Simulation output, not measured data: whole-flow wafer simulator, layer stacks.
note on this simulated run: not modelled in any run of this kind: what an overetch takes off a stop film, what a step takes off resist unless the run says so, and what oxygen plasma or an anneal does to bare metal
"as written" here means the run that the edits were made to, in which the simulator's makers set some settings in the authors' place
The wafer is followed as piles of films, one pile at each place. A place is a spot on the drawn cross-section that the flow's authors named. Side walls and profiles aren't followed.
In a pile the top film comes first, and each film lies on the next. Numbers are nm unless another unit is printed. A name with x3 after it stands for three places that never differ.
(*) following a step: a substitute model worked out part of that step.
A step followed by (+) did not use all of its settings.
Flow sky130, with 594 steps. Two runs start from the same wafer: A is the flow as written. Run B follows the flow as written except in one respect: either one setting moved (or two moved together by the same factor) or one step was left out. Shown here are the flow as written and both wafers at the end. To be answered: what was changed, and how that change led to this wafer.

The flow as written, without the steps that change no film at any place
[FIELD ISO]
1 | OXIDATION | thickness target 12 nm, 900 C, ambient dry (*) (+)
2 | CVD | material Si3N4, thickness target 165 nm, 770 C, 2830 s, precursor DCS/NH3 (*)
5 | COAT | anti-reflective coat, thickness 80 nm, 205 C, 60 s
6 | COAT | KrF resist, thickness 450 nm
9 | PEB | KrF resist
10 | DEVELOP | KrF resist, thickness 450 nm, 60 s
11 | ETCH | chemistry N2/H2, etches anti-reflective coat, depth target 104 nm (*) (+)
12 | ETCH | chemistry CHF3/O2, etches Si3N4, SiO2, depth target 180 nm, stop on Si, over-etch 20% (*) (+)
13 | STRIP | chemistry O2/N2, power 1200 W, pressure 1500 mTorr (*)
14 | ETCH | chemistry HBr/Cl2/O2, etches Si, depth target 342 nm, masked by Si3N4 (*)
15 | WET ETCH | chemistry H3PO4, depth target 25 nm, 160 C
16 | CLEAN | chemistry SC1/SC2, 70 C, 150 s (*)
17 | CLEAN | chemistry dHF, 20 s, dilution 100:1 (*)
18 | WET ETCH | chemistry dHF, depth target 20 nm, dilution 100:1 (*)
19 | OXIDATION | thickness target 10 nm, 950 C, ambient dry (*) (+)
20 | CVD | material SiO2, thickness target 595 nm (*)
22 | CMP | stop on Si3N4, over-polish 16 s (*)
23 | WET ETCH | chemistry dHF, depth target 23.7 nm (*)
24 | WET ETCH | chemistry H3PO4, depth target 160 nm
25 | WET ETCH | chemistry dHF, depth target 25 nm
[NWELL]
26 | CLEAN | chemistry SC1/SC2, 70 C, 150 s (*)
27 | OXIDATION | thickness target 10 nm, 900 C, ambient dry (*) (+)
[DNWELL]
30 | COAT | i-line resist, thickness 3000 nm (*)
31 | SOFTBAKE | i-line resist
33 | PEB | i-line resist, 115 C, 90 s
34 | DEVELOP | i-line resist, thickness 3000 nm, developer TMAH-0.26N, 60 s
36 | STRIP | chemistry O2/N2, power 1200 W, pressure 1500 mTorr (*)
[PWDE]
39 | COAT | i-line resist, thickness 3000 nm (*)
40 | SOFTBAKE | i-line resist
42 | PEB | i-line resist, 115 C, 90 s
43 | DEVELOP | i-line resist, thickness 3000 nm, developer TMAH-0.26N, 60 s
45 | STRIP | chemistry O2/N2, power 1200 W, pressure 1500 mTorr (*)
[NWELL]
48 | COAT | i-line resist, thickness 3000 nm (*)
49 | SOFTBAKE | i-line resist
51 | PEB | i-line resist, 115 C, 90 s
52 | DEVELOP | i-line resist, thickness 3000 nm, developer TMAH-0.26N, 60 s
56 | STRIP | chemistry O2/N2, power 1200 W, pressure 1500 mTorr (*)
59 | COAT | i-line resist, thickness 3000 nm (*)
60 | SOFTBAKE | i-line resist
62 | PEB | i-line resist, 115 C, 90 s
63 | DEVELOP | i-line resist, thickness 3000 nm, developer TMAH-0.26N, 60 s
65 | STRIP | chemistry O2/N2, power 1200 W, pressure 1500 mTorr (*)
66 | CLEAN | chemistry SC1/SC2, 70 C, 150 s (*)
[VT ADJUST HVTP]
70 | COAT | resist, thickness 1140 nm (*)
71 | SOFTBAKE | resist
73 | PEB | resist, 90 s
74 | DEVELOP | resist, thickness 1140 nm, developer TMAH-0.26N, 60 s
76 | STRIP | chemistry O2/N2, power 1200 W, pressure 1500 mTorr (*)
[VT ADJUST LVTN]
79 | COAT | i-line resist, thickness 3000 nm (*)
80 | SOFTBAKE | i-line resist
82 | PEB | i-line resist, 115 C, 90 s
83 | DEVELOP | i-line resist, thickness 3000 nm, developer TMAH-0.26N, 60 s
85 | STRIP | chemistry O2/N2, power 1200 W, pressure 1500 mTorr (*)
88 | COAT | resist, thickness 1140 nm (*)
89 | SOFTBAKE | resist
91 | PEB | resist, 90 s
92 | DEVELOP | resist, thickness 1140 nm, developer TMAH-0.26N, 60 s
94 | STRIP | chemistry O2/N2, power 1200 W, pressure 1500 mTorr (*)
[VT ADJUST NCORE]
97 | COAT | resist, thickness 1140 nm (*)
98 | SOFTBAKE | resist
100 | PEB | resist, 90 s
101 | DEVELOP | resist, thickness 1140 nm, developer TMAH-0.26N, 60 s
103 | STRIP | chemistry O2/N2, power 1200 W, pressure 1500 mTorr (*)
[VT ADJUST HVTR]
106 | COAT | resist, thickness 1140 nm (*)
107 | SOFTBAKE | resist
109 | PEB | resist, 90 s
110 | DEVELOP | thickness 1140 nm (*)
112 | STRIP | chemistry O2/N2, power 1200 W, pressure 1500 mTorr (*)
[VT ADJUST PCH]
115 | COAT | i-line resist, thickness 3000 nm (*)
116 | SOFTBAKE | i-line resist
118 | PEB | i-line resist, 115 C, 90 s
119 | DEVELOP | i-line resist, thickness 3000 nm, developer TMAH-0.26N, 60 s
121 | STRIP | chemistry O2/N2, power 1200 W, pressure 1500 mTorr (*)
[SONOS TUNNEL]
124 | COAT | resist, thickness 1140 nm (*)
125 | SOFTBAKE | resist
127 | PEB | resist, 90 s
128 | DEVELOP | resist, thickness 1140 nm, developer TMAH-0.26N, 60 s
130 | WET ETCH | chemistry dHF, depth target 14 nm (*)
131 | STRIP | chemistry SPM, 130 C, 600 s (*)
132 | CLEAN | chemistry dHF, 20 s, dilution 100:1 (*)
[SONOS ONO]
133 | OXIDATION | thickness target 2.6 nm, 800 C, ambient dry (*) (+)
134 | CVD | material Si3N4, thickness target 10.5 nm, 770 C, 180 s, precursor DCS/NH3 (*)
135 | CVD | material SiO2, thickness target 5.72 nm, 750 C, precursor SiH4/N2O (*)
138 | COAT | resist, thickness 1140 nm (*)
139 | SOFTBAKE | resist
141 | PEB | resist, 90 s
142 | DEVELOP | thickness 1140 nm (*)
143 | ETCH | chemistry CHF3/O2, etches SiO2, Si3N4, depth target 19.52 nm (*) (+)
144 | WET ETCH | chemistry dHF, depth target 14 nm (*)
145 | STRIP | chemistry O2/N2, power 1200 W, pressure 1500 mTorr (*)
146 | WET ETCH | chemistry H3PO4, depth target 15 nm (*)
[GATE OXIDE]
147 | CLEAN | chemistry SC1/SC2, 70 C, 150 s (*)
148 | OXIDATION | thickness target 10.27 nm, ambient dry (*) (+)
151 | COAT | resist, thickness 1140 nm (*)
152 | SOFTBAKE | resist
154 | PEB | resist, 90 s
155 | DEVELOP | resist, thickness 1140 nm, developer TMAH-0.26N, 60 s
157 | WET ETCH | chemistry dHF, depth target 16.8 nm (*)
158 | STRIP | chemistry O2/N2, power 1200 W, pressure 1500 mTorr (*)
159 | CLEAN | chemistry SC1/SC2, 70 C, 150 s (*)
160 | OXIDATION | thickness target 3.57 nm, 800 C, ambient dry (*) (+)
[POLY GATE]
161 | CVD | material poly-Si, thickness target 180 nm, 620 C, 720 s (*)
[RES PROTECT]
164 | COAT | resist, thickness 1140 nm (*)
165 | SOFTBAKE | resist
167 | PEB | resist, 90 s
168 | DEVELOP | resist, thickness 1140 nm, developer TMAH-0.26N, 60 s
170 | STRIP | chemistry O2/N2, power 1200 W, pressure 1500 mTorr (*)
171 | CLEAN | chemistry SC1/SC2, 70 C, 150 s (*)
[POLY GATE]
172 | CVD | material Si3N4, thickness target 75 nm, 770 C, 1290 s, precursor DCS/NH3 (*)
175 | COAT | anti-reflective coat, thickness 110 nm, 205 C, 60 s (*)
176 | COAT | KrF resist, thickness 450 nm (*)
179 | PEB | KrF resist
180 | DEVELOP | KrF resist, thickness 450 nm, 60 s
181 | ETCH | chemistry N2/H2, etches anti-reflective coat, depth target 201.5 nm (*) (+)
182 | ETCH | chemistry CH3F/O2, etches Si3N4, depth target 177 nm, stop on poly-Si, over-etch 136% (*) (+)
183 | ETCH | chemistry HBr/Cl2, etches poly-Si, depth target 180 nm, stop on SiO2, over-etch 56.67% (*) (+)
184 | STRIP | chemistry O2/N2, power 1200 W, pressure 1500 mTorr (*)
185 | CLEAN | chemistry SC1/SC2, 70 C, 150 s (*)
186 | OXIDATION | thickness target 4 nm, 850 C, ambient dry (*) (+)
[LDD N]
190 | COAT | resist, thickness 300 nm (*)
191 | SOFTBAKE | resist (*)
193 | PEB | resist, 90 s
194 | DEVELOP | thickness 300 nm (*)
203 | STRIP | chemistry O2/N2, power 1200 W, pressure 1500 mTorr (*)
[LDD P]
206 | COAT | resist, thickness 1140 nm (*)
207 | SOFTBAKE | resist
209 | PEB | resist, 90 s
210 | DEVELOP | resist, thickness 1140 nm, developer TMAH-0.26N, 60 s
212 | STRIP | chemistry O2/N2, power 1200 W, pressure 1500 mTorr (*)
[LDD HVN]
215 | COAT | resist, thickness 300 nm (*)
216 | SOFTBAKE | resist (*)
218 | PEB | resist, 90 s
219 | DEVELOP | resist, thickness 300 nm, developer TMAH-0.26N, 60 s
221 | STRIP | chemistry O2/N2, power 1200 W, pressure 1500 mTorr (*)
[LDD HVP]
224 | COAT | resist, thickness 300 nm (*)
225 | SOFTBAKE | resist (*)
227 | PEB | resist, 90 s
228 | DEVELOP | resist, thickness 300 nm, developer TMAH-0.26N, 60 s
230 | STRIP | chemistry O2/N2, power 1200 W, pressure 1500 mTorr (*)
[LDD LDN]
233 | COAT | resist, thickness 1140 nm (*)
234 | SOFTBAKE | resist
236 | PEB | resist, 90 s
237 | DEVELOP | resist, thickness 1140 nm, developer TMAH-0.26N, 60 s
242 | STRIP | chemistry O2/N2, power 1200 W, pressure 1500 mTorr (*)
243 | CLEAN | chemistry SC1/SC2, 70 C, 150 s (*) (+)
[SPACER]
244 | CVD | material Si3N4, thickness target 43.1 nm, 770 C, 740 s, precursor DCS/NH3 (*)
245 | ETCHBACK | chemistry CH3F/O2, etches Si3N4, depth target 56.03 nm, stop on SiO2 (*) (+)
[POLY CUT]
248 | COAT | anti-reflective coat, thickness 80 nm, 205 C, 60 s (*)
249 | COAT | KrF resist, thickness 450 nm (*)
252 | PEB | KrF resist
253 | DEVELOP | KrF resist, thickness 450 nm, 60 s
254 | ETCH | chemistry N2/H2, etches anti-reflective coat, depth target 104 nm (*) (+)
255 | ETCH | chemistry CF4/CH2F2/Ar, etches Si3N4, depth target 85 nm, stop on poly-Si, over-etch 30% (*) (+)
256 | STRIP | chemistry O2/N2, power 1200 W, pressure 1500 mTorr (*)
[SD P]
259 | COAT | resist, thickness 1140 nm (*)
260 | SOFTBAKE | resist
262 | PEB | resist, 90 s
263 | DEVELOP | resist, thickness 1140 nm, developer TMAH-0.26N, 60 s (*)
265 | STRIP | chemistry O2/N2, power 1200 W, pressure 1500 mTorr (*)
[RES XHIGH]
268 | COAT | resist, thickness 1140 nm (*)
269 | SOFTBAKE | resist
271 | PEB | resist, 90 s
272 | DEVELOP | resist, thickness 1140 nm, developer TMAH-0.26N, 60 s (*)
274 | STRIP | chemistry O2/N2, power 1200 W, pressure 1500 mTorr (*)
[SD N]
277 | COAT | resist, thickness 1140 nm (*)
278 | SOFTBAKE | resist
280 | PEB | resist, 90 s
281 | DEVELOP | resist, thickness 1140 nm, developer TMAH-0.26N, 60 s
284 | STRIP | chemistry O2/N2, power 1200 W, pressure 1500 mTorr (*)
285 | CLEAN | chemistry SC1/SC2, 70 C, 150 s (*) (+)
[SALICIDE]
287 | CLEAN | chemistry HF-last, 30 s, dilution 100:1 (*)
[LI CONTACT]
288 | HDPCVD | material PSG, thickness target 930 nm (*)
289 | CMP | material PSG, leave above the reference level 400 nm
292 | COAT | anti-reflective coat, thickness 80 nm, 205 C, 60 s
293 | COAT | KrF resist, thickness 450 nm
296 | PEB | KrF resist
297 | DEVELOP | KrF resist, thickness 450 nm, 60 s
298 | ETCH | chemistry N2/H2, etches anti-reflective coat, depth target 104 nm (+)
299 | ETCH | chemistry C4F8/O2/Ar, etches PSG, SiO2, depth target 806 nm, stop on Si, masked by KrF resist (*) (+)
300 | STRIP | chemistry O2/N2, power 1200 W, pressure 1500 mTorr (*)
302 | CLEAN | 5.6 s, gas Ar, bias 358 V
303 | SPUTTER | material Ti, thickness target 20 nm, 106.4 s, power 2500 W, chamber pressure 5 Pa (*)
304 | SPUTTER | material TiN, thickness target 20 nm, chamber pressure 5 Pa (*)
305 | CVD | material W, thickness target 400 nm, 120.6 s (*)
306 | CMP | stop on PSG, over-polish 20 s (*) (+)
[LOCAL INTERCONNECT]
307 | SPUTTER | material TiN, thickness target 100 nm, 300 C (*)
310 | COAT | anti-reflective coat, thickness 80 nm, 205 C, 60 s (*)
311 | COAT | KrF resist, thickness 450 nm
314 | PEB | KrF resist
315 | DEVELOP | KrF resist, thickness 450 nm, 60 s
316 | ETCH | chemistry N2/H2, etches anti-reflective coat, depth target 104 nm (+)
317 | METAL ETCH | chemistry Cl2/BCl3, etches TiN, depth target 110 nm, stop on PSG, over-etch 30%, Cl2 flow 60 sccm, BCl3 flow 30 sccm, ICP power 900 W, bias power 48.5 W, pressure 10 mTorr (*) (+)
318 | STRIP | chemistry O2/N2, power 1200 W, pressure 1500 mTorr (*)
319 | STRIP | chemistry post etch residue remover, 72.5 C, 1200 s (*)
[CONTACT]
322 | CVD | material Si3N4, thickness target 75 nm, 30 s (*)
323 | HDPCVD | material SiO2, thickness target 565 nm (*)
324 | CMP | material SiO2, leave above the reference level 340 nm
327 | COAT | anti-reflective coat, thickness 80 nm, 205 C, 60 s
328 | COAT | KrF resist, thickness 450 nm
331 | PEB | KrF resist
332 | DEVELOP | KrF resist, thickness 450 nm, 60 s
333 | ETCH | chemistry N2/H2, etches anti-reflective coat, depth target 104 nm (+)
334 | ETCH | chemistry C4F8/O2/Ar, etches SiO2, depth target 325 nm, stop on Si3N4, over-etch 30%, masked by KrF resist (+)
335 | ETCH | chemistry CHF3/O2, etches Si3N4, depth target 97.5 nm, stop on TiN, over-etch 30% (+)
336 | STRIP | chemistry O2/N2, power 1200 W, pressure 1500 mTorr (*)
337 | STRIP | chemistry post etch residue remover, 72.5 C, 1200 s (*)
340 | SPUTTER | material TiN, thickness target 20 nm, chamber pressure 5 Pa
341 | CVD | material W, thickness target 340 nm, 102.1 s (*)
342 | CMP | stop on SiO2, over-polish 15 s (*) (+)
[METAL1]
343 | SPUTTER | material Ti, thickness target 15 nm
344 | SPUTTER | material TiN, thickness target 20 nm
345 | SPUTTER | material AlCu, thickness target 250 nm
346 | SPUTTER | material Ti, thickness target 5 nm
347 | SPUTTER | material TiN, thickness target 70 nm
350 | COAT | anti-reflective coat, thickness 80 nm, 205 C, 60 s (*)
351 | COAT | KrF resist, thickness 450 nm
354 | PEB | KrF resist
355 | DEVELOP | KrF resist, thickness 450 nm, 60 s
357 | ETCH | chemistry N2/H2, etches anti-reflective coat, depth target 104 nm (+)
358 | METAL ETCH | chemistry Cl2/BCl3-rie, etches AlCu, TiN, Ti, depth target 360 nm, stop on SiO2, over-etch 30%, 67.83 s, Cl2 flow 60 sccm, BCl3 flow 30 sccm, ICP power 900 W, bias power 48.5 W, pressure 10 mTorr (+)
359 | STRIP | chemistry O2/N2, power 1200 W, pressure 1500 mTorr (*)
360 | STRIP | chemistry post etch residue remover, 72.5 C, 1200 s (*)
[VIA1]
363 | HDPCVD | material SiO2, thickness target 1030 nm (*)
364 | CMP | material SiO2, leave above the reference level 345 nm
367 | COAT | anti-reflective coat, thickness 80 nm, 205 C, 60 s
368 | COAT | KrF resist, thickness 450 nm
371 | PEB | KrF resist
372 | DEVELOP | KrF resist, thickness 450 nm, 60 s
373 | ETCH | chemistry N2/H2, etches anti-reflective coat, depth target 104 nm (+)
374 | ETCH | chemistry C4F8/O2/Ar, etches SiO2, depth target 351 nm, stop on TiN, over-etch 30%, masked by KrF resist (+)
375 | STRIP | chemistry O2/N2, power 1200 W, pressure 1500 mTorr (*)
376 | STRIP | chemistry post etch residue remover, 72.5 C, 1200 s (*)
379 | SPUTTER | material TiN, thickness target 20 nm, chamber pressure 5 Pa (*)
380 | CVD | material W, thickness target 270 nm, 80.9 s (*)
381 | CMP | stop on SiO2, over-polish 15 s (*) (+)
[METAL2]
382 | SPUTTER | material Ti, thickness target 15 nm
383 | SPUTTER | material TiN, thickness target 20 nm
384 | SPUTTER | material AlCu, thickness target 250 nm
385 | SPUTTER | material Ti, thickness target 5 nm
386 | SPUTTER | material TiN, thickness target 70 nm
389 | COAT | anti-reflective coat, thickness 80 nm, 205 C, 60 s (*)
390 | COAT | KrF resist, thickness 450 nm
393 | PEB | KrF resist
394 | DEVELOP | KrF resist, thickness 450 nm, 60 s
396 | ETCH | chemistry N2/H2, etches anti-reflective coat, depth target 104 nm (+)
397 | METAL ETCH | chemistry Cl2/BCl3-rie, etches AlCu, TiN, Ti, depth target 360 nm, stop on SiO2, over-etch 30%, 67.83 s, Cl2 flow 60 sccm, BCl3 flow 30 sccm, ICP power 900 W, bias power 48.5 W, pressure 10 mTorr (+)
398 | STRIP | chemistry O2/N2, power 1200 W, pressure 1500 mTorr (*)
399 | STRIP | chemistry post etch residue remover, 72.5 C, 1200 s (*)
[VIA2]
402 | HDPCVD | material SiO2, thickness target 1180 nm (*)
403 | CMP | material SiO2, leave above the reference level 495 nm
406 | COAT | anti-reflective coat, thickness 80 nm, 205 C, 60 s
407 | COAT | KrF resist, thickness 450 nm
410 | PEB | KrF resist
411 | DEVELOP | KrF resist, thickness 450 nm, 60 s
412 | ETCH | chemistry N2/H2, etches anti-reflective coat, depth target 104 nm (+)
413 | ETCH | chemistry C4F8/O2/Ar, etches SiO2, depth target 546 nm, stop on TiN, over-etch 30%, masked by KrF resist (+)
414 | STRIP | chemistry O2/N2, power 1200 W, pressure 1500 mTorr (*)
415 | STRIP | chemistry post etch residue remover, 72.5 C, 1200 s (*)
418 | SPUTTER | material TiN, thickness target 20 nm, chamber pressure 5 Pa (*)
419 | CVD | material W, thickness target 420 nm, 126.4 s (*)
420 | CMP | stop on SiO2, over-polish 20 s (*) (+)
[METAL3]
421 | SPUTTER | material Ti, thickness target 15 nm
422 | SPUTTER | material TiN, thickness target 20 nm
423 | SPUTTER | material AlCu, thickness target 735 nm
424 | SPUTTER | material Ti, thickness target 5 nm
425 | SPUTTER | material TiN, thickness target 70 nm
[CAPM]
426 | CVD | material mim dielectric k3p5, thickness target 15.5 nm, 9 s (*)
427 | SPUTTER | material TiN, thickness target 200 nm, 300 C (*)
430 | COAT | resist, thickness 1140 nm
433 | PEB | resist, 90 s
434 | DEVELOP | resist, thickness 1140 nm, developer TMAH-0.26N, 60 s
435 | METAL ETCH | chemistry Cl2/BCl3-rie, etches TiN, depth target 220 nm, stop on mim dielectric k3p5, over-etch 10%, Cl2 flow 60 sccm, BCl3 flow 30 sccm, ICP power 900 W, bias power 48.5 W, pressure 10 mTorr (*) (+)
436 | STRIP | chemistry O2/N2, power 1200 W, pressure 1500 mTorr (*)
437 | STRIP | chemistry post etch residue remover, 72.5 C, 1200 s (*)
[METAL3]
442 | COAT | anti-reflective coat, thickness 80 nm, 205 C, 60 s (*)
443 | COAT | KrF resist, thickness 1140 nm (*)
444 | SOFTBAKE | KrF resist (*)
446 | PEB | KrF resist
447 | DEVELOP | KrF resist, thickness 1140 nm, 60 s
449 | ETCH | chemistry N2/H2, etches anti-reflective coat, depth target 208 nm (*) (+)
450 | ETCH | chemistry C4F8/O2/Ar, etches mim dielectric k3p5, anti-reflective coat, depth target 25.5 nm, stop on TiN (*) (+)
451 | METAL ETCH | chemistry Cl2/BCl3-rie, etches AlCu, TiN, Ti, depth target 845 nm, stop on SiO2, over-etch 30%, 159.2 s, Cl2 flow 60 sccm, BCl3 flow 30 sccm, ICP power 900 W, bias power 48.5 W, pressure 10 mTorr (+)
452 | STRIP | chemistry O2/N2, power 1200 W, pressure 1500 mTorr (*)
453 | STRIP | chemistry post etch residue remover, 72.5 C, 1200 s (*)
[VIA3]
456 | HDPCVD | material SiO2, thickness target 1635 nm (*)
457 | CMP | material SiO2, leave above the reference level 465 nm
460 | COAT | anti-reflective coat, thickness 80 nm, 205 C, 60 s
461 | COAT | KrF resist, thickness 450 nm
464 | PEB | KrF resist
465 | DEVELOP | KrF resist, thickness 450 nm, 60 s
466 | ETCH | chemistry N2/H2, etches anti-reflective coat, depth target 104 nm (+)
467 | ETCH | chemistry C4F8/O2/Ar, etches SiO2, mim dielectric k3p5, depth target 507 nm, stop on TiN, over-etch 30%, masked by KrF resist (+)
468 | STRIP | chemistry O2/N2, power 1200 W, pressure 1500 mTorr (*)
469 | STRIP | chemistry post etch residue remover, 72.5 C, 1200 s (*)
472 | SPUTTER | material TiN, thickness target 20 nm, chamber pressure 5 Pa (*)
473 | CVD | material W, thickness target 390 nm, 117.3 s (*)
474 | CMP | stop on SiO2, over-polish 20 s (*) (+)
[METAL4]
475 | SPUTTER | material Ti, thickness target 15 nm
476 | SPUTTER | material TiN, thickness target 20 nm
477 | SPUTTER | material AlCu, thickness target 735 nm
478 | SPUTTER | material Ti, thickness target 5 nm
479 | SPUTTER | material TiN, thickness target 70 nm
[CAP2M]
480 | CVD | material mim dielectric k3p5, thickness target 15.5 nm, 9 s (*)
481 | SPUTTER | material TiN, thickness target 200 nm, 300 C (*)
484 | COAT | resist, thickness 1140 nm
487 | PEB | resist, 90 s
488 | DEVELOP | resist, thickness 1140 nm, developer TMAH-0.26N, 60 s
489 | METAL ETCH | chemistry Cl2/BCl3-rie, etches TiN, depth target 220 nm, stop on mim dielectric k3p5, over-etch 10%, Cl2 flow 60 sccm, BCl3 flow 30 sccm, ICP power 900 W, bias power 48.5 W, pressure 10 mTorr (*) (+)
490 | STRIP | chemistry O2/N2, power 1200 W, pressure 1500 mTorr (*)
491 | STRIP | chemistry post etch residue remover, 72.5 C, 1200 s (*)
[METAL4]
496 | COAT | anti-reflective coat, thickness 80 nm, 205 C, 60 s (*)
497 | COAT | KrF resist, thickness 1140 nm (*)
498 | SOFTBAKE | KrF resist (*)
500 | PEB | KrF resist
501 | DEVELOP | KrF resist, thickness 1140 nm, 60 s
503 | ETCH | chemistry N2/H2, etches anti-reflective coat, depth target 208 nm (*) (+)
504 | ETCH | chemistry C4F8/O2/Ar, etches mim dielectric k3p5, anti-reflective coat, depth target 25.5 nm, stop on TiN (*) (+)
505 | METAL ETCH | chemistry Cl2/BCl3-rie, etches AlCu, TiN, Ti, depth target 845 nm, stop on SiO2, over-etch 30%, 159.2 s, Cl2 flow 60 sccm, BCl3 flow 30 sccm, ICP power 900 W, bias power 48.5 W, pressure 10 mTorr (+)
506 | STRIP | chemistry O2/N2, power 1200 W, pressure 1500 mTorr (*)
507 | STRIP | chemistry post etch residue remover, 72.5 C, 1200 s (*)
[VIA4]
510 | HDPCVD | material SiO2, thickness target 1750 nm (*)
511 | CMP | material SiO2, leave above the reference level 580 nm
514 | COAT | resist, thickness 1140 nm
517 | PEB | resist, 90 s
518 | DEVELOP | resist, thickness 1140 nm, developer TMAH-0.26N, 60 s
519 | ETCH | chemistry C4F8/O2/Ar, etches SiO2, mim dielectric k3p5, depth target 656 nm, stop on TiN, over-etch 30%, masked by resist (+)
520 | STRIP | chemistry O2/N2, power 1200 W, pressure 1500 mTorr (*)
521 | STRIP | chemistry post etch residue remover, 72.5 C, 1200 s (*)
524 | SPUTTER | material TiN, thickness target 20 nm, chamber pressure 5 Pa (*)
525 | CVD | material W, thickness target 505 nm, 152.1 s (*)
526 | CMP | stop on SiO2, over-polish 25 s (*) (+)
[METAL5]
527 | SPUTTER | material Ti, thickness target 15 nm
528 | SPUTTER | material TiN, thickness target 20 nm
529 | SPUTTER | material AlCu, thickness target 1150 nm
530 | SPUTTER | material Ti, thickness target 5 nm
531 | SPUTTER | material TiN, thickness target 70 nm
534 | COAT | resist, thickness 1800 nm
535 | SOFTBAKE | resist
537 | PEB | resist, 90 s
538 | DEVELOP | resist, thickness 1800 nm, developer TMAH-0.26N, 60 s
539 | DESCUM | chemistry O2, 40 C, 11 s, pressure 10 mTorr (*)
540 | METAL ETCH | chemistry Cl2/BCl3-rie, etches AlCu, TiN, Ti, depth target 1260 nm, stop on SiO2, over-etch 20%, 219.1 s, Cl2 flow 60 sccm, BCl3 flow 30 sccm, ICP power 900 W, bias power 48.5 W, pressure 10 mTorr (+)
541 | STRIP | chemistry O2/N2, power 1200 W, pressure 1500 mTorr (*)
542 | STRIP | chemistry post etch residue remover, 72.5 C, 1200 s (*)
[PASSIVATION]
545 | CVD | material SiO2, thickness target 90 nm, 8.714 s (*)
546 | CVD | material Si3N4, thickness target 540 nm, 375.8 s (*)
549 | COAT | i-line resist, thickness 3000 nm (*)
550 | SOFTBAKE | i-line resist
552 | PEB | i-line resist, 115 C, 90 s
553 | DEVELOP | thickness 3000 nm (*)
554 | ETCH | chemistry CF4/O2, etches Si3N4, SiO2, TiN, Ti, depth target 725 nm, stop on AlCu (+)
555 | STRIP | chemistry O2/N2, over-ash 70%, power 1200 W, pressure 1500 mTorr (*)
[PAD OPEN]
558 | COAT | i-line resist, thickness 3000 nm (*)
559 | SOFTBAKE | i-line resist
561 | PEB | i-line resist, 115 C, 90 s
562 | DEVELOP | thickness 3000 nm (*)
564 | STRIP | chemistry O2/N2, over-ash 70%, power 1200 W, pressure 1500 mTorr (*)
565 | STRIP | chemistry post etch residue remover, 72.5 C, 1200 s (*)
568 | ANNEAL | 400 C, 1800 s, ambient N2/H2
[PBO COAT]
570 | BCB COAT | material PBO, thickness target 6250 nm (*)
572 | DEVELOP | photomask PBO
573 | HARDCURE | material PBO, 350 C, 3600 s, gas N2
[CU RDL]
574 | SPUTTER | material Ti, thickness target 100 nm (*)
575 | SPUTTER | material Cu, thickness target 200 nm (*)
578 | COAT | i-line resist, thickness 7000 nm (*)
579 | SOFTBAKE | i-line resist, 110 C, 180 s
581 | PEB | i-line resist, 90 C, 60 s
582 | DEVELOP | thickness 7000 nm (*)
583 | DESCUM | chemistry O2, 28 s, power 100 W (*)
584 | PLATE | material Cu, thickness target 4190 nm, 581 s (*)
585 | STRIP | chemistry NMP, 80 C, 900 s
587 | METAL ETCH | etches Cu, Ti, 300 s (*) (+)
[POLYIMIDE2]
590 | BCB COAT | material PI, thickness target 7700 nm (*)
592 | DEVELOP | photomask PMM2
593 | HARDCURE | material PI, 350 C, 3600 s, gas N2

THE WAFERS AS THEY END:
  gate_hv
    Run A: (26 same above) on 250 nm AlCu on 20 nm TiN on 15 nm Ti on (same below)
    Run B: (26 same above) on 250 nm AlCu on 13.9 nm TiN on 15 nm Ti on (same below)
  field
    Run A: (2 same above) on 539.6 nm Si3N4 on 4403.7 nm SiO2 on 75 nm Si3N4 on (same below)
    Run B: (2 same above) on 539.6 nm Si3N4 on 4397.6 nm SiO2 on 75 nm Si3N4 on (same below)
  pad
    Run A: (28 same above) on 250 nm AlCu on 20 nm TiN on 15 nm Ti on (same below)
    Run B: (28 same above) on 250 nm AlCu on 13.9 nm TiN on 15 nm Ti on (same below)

Cause: step 344, SPUTTER: thickness target 13.9 nm was run, whereas the flow has thickness target 20 nm.
One can read it off the wafer: gate_hv has TiN 13.9, and step 344 as written asks for 20 nm.

How this came from the change, step by step:
  344 | SPUTTER | material TiN, thickness target 20 nm
      field, active, n_well and 188 more: A +20 TiN (new film) | B +13.9 TiN (new film)
  358 | METAL ETCH | chemistry Cl2/BCl3-rie, etches AlCu, TiN, Ti, depth target 360 nm, stop on SiO2, over-etch 30%, 67.83 s, Cl2 flow 60 sccm, BCl3 flow 30 sccm, ICP power 900 W, bias power 48.5 W, pressure 10 mTorr (+)
      field, active, gate and 81 more: A -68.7 TiN (all of it), -5 Ti (all of it), -250 AlCu (all of it), -20 TiN (all of it), -15 Ti (all of it), -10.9 SiO2 | B -68.7 TiN (all of it), -5 Ti (all of it), -250 AlCu (all of it), -13.9 TiN (all of it), -15 Ti (all of it), -11.5 SiO2
